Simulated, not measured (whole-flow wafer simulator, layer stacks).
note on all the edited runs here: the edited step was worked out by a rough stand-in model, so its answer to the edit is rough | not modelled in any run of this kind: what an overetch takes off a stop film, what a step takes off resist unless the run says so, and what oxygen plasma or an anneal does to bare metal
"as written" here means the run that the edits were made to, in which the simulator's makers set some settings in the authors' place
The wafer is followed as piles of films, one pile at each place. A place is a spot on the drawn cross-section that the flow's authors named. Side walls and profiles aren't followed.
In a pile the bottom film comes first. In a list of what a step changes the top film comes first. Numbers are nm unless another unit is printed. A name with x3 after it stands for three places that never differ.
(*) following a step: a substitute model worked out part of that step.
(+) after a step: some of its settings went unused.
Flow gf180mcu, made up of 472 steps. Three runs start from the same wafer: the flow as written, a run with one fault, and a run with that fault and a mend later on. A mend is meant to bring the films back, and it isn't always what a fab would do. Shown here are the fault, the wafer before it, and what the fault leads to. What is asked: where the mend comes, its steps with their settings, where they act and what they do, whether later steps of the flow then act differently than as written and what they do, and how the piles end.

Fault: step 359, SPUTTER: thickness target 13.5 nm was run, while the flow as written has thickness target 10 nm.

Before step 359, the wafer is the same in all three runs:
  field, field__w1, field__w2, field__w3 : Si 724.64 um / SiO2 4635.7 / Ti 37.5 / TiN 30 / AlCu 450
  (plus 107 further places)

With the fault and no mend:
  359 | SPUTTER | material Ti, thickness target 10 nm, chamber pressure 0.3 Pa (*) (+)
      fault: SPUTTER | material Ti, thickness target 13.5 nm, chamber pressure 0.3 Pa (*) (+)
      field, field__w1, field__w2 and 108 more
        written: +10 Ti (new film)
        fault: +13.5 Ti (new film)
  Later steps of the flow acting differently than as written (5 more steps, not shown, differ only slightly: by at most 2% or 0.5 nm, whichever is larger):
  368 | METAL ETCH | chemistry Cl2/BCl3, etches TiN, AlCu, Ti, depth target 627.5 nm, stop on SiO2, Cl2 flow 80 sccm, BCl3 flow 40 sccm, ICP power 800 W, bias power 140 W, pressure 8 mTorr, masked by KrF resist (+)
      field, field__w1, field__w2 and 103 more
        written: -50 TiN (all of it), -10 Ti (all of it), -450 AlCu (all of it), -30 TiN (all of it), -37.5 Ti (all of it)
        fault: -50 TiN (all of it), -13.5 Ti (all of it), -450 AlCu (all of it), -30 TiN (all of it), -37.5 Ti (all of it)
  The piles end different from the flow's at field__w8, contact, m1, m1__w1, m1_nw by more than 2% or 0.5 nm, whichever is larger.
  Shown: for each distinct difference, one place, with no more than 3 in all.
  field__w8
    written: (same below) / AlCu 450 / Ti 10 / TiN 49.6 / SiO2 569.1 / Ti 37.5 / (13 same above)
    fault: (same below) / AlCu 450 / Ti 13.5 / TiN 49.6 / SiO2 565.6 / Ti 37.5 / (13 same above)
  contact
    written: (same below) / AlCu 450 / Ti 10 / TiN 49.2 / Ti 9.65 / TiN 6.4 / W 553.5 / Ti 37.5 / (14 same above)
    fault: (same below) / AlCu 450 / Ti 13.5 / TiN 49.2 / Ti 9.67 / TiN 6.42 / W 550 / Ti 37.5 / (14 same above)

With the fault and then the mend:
  After step 359 comes the mend.
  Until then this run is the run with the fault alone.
  359a | METAL ETCH | chemistry Cl2/BCl3, etches TiN, AlCu, Ti, depth target 3.5 nm, Cl2 flow 80 sccm, BCl3 flow 40 sccm, ICP power 800 W, bias power 140 W, pressure 8 mTorr (a further turn of the flow's step 260, with different settings)
      field, field__w1, field__w2 and 108 more
        -3.5 Ti
  Every later step of the flow that is run acts as written at every place that is followed.
  The piles end the same as the flow's at every place that both follow.
